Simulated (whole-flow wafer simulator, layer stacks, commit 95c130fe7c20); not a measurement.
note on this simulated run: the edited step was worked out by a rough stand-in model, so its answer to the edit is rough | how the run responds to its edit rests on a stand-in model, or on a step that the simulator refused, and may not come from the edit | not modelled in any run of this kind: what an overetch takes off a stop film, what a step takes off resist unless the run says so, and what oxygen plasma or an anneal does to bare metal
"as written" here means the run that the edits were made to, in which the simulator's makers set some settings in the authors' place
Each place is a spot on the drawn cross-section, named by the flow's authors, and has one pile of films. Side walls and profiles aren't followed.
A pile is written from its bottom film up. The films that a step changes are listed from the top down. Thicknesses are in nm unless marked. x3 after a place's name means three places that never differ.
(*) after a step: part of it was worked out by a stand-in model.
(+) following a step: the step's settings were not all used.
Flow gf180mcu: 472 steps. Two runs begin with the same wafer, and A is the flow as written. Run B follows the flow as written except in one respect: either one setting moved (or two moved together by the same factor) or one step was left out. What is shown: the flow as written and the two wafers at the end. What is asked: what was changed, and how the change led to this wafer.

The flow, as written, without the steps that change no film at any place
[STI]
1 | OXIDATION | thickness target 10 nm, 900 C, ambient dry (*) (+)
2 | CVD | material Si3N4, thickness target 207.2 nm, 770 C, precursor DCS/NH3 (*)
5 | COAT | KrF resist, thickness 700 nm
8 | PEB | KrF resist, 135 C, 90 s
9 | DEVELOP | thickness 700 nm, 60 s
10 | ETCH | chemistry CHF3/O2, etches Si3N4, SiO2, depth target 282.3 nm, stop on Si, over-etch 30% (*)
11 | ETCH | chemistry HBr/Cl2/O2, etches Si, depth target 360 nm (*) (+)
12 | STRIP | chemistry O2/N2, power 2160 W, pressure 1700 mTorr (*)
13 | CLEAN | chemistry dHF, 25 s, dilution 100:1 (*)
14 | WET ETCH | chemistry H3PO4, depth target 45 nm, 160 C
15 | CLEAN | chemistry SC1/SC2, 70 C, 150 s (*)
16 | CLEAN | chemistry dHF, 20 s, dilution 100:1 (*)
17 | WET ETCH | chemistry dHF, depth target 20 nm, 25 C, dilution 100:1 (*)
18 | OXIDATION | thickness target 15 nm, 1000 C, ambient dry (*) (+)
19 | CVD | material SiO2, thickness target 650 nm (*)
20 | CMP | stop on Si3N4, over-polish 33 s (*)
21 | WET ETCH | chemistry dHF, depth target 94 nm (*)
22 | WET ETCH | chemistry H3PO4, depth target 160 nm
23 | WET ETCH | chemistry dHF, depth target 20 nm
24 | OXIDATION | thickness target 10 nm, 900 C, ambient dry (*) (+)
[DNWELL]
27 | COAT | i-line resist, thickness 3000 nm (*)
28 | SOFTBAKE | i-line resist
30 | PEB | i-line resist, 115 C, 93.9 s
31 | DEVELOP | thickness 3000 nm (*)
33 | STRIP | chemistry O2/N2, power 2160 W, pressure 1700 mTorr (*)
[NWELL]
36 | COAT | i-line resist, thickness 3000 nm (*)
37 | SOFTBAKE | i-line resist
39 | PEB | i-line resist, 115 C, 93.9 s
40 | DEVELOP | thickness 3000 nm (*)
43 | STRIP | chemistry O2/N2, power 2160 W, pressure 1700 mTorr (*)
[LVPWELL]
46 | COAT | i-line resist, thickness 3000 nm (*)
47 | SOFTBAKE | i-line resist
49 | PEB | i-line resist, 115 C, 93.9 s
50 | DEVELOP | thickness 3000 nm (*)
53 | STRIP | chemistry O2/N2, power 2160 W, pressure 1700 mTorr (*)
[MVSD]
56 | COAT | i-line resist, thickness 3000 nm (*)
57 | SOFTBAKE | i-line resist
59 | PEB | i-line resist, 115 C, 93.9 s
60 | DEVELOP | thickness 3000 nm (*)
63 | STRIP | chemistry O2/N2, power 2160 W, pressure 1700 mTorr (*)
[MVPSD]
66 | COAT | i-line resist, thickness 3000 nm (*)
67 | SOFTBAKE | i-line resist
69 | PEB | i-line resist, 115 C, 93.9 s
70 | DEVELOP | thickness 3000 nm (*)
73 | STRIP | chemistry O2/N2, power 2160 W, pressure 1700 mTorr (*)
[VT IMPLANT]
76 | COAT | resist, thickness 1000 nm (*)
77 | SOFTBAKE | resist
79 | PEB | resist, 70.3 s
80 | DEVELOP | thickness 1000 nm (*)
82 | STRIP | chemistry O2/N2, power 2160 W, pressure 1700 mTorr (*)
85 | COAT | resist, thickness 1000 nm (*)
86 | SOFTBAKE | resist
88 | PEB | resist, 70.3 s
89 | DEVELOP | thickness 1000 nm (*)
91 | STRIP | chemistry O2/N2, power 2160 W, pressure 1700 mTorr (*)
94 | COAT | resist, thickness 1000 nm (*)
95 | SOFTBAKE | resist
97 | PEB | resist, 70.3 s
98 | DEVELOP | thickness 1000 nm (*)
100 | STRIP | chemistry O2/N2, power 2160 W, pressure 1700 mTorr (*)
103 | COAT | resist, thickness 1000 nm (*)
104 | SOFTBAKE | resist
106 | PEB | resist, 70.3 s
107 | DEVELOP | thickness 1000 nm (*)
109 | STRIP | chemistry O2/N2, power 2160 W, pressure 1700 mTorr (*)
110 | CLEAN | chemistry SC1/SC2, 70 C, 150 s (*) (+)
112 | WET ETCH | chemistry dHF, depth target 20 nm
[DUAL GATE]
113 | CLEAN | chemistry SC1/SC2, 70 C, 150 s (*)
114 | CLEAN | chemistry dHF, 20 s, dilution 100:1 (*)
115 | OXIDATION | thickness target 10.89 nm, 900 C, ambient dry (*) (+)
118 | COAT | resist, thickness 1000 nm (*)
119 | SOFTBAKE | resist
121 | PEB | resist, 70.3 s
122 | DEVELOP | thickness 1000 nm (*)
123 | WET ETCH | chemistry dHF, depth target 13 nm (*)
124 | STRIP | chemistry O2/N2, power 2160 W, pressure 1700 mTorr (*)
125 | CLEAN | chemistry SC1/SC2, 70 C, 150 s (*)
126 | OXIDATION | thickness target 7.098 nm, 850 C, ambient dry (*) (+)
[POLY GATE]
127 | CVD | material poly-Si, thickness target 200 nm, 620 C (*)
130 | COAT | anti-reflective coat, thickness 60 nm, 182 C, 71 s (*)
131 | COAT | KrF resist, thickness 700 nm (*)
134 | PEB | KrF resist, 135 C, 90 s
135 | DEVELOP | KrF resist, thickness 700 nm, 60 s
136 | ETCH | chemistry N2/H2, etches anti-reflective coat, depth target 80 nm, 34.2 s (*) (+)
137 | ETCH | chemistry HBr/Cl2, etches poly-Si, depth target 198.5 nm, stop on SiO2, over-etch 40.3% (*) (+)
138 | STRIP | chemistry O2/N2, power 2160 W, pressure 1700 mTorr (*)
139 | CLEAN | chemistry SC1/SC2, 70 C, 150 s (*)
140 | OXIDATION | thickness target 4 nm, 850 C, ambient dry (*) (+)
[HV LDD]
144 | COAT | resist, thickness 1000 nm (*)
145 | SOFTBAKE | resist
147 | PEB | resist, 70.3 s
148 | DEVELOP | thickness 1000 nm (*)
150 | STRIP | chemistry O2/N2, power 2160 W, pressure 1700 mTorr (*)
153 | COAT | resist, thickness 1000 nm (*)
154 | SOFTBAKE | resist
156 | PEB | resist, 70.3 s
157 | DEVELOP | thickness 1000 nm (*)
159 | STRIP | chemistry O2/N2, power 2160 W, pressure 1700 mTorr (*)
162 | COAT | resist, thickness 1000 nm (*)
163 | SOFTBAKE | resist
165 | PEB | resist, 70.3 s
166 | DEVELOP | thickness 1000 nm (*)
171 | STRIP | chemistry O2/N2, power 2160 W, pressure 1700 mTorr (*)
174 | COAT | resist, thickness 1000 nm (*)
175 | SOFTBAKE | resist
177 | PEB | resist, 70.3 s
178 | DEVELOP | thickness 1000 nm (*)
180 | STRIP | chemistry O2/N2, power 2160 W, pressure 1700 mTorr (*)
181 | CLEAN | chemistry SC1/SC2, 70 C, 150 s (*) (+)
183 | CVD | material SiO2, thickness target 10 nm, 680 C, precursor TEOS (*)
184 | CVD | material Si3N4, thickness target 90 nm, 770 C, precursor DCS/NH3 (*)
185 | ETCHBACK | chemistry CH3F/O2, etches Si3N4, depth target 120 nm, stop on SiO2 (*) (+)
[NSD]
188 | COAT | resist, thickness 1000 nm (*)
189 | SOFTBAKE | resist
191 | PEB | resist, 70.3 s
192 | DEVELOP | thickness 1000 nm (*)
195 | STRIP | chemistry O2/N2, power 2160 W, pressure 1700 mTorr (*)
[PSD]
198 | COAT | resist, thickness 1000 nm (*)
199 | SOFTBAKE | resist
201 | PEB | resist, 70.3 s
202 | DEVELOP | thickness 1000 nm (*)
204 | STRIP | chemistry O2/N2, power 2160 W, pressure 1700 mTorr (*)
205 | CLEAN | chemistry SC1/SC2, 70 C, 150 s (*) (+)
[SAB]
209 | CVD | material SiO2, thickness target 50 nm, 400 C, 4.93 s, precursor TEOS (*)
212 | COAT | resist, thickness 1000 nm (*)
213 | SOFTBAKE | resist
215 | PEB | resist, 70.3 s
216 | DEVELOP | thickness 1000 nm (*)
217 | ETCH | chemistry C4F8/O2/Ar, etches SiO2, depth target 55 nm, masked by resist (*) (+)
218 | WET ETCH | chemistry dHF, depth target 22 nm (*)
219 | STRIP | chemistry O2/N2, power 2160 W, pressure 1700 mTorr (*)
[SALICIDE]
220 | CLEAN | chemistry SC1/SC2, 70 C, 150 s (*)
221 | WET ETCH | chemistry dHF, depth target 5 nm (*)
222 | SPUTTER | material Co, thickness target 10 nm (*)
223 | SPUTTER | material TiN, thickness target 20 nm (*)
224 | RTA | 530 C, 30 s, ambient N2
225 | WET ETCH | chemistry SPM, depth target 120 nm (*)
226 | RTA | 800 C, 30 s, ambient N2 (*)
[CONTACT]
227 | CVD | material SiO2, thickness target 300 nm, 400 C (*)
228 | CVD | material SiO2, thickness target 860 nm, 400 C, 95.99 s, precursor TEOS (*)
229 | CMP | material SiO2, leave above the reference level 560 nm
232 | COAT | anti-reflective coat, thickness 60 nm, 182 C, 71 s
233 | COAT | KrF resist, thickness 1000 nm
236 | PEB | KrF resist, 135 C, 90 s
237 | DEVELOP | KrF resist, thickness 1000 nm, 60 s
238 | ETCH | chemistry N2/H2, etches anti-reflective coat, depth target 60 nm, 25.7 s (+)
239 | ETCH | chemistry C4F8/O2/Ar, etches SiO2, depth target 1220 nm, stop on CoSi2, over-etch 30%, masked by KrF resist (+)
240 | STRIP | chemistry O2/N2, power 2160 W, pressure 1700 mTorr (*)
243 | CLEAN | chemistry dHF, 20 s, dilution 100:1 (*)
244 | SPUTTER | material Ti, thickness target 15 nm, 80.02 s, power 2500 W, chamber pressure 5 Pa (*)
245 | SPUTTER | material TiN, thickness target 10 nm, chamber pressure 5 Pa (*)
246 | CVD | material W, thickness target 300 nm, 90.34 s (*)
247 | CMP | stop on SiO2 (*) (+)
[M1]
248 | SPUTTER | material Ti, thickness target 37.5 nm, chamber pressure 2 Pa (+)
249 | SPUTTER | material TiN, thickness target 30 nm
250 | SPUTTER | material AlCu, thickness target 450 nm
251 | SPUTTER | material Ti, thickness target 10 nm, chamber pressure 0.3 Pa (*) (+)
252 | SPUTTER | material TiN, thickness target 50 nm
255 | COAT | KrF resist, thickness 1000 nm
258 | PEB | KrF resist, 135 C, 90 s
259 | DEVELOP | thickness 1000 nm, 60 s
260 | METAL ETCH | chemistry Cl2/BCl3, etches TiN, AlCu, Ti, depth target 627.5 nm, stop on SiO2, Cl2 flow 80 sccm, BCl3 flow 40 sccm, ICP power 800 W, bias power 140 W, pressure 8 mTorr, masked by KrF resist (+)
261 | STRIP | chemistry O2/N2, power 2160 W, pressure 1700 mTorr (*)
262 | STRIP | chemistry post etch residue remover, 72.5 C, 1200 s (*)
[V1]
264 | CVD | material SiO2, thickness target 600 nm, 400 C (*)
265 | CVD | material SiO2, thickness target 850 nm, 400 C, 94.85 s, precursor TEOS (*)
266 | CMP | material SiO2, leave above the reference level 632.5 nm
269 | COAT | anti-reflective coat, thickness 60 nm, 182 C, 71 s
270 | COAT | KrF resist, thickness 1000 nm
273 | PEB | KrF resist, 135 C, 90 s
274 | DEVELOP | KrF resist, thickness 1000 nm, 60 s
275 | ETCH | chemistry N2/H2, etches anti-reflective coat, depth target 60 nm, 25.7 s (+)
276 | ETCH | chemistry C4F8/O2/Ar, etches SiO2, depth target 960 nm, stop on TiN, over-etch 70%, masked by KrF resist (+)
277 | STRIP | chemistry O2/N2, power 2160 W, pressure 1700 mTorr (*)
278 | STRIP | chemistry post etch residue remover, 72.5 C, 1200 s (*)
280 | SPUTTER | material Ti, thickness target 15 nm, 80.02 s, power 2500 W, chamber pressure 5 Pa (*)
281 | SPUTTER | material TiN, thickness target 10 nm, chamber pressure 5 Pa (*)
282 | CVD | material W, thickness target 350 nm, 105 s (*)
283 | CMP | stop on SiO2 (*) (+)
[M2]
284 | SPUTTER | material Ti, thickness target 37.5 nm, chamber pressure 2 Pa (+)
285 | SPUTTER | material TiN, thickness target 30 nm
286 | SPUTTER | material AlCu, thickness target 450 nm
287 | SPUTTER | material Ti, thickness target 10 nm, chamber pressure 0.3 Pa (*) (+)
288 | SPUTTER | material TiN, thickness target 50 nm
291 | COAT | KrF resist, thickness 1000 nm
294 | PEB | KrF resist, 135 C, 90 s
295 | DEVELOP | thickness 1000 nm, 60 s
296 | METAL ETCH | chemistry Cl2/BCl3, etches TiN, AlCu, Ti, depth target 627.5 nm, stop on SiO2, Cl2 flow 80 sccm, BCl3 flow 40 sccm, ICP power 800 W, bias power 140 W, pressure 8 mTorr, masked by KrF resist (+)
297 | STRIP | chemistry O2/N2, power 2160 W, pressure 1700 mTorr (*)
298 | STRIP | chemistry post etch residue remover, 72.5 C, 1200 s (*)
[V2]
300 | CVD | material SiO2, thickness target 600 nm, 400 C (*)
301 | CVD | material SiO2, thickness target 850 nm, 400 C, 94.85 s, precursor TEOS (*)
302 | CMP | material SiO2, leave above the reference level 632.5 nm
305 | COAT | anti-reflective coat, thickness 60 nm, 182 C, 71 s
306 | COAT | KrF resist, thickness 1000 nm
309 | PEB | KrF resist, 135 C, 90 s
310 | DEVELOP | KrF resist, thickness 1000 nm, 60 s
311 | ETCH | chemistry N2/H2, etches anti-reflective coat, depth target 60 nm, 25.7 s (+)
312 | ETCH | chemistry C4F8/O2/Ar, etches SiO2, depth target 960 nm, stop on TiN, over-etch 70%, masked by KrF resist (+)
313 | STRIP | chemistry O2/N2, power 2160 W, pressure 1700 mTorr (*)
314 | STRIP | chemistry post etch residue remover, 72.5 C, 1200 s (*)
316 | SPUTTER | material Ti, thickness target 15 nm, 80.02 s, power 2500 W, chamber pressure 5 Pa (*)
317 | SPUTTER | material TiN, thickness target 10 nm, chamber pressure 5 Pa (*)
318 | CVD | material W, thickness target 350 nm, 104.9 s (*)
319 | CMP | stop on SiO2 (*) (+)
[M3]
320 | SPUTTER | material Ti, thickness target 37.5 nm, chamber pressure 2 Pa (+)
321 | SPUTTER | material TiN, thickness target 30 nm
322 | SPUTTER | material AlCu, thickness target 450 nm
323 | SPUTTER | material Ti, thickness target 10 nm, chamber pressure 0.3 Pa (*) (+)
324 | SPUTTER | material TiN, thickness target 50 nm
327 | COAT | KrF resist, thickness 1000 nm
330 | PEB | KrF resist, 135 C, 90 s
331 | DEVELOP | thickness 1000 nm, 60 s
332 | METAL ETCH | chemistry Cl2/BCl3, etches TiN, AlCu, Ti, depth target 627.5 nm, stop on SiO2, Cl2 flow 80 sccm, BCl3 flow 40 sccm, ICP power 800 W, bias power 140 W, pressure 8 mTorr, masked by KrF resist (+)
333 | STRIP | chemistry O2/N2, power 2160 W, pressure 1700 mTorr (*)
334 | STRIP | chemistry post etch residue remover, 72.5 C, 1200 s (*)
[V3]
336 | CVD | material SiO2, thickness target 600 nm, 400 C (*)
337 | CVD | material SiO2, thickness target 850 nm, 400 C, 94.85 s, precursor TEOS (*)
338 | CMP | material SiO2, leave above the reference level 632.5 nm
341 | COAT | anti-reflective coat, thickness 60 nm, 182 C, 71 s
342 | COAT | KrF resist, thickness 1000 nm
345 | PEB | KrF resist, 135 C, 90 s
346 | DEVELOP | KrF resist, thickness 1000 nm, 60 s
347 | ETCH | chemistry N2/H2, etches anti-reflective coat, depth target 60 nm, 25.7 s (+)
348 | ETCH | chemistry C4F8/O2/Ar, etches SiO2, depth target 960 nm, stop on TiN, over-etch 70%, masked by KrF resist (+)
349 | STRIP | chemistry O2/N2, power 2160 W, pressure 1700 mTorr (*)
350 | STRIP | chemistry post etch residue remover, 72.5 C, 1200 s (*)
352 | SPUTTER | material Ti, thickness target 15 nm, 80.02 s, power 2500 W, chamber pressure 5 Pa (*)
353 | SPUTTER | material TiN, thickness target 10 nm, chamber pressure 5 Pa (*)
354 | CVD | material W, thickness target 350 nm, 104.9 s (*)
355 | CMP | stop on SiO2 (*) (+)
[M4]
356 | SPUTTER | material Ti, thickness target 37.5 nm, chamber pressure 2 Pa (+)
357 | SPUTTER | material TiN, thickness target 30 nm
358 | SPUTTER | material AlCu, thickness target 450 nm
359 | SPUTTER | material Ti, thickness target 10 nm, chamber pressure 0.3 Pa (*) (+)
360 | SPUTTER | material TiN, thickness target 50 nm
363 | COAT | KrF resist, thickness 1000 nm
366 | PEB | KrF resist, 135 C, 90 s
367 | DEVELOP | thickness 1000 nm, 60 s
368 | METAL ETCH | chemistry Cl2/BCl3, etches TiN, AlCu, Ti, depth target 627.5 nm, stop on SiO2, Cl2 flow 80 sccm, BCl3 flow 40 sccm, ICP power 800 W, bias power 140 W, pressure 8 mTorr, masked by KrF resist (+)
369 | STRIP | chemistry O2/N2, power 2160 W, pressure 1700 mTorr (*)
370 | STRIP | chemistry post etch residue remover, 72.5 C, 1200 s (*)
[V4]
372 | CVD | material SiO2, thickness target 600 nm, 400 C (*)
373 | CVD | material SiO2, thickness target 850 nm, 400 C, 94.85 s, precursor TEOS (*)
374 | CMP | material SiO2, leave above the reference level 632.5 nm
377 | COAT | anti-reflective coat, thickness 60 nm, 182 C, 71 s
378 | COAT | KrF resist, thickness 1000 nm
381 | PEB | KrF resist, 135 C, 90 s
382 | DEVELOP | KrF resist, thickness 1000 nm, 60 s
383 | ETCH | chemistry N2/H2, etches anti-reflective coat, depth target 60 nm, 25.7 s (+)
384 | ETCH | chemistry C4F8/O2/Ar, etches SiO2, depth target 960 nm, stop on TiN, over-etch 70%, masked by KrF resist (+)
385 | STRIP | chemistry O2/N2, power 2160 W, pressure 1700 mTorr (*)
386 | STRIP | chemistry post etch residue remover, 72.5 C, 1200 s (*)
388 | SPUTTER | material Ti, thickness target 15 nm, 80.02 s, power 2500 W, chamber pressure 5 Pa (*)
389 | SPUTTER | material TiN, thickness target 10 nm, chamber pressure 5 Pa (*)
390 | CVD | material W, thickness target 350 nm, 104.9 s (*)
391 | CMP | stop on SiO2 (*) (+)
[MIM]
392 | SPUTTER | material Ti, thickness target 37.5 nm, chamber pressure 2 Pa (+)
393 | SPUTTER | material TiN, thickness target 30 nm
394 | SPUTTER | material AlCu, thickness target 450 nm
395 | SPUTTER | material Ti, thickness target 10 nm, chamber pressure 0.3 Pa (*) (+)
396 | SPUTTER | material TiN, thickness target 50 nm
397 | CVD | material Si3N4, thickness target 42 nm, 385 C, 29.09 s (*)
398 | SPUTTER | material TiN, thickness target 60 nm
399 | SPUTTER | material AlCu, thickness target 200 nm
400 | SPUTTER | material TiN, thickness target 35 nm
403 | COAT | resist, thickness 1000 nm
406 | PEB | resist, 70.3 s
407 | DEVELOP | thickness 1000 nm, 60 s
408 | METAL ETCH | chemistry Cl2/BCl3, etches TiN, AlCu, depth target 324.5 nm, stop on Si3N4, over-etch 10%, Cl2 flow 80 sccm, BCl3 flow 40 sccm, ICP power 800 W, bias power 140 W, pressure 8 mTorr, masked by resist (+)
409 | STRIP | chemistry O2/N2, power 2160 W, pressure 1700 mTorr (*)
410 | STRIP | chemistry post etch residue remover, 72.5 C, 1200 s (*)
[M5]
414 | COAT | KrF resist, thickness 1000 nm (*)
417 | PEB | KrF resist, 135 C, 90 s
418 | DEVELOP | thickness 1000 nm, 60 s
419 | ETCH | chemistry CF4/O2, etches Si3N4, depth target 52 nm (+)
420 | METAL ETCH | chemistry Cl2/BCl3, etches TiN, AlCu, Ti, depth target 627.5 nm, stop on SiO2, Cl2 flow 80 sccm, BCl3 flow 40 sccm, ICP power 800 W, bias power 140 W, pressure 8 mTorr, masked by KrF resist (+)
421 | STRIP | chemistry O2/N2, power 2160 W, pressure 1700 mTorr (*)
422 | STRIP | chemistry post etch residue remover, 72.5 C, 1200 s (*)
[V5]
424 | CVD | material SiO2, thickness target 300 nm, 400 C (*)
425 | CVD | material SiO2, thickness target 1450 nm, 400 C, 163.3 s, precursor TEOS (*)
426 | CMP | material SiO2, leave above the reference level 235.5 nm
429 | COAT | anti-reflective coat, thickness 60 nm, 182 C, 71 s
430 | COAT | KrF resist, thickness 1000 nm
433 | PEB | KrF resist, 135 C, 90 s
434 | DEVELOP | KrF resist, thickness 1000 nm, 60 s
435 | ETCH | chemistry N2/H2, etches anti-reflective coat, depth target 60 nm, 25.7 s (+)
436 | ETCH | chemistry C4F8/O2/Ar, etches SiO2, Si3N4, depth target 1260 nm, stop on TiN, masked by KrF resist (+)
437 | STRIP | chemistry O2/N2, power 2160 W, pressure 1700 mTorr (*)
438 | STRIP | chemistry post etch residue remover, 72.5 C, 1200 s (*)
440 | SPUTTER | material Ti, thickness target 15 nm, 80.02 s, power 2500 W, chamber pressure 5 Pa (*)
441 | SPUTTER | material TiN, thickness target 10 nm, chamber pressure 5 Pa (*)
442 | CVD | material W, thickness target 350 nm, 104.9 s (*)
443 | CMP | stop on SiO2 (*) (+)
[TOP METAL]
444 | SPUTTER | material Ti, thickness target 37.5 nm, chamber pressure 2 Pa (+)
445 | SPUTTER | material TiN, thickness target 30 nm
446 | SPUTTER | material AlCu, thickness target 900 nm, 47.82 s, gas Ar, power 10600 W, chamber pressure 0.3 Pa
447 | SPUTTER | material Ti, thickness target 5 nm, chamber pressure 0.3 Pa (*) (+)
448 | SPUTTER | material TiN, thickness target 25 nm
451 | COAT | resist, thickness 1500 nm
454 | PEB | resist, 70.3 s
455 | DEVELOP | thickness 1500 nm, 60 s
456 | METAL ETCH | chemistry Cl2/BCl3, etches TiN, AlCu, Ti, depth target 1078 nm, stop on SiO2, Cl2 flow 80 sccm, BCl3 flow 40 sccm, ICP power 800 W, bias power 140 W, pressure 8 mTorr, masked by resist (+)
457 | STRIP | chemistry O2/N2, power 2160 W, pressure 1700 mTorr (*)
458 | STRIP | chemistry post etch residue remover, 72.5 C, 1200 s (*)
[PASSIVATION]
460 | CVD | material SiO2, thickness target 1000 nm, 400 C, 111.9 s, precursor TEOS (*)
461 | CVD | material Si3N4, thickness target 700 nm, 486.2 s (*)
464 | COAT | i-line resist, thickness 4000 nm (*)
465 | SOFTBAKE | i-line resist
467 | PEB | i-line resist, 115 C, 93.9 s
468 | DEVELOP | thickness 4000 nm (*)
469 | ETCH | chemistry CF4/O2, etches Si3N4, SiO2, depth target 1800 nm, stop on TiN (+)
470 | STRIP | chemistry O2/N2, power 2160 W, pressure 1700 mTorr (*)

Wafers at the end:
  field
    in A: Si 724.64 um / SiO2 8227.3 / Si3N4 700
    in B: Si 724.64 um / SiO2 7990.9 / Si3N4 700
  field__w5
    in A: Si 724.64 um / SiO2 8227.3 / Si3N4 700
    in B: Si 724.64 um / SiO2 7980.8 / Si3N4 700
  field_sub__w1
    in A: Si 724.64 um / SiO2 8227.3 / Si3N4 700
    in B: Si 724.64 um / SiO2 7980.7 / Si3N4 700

Cause: step 425, CVD: thickness target 906 nm was run, though the flow has thickness target 1450 nm; step 425, CVD: 102.1 s was run, where the flow has 163.3 s.

The path from the change to this, step by step:
  425 | CVD | material SiO2, thickness target 1450 nm, 400 C, 163.3 s, precursor TEOS (*)
      field, field__w1, field__w4 and 100 more: A SiO2 gains 1450 | B SiO2 gains 913.2
      field__w2, field__w3, field__w12 and 6 more: A SiO2 gains 1421.8 | B SiO2 gains 896
  426 | CMP | material SiO2, leave above the reference level 235.5 nm
      field, field__w1, field__w5 and 92 more: A SiO2 loses 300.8 | B nothing
      field__w2, field__w3, field__w12 and 6 more: A SiO2 loses 272.7 | B nothing
      (and at 8 other places as well)
  429 | COAT | anti-reflective coat, thickness 60 nm, 182 C, 71 s
      field__w12, p_well, sti, spacer, sd_n, pad, dice_street: A anti-reflective coat gains 60 (new film) | B anti-reflective coat gains 61.8 (new film)
      active_hv, m1_nw: A anti-reflective coat gains 60 (new film) | B anti-reflective coat gains 34.9 (new film)
      (and at 43 other places as well)
  430 | COAT | KrF resist, thickness 1000 nm
      contact, m1_nw: A KrF resist gains 1000 (new film) | B KrF resist gains 869.5 (new film)
      field: A KrF resist gains 1000 (new film) | B KrF resist gains 949 (new film)
      (and at 25 other places as well)
  433 | PEB | KrF resist, 135 C, 90 s
      contact, m1_nw: A KrF resist loses 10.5 | B KrF resist loses 8.49
      polyc_n, polyc_p: A KrF resist loses 10.5 | B KrF resist loses 12.9
      (and at 14 other places as well)
  434 | DEVELOP | KrF resist, thickness 1000 nm, 60 s
      contact: A KrF resist loses 989.5 (all of it) | B KrF resist loses 861 (all of it)
  435 | ETCH | chemistry N2/H2, etches anti-reflective coat, depth target 60 nm, 25.7 s (+)
      contact: A anti-reflective coat loses 60 (all of it), SiO2 loses 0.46 | B anti-reflective coat loses 15.3 (all of it), SiO2 loses 1.61
  437 | STRIP | chemistry O2/N2, power 2160 W, pressure 1700 mTorr (*)
      p_well, sti, spacer, sd_n, pad, dice_street: A KrF resist loses 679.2 (all of it), anti-reflective coat loses 60 (all of it) | B KrF resist loses 679.6 (all of it), anti-reflective coat loses 61.8 (all of it)
      field: A KrF resist loses 679.2 (all of it), anti-reflective coat loses 60 (all of it) | B KrF resist loses 629 (all of it), anti-reflective coat loses 174.7 (all of it)
      (and at 45 other places as well)
  440 | SPUTTER | material Ti, thickness target 15 nm, 80.02 s, power 2500 W, chamber pressure 5 Pa (*)
      field__w2: A Ti gains 15 (new film) | B Ti gains 14.3 (new film)
      contact: A Ti gains 8.12 (new film) | B Ti gains 9.31 (new film)
  441 | SPUTTER | material TiN, thickness target 10 nm, chamber pressure 5 Pa (*)
      field__w2: A TiN gains 10 (new film) | B TiN gains 9.46 (new film)
      contact: A TiN gains 5.38 (new film) | B TiN gains 6.18 (new film)
  442 | CVD | material W, thickness target 350 nm, 104.9 s (*)
      contact: A W gains 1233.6 (new film) | B W gains 995.6 (new film)
  443 | CMP | stop on SiO2 (*) (+)
      field__w3, field__w12, npoly_sal, ppoly_sal, gate_hv5, gate_p_hv5, sti_nw: A W loses 350 (all of it), TiN loses 10 (all of it), Ti loses 15 (all of it), SiO2 loses 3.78 | B W loses 350 (all of it), TiN loses 10 (all of it), Ti loses 2
      field__w2: A W loses 350 (all of it), TiN loses 10 (all of it), Ti loses 15 (all of it), SiO2 loses 3.78 | B W loses 350.7 (all of it), TiN loses 9.46 (all of it), Ti loses 1.25
      (and at 8 other places as well)
  444 | SPUTTER | material Ti, thickness target 37.5 nm, chamber pressure 2 Pa (+)
      field__w2, field__w3, field__w12 and 6 more: A Ti gains 37.5 (new film) | B Ti gains 37.5
  445 | SPUTTER | material TiN, thickness target 30 nm
      field__w2, field__w3, field__w12 and 6 more: A TiN gains 30 (new film) | B TiN gains 29.4 (new film)
  451 | COAT | resist, thickness 1500 nm
      field: A resist gains 1500 (new film) | B resist gains 1539.1 (new film)
      field__w8: A resist gains 1500 (new film) | B resist gains 1303.8 (new film)
      (and at 7 other places as well)
  452 | SOFTBAKE | resist
      field, mim: A nothing | B resist loses 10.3
      field__w1: A nothing | B resist gains 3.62
      (and at 41 other places as well)
  ... 7 other steps ...
  470 | STRIP | chemistry O2/N2, power 2160 W, pressure 1700 mTorr (*)
      field__w8, m1__w1: A i-line resist loses 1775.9 (all of it) | B i-line resist loses 1558.5 (all of it)
      m1: A i-line resist loses 1798.9 (all of it) | B i-line resist loses 1570.3 (all of it)
      (and at 3 other places as well)
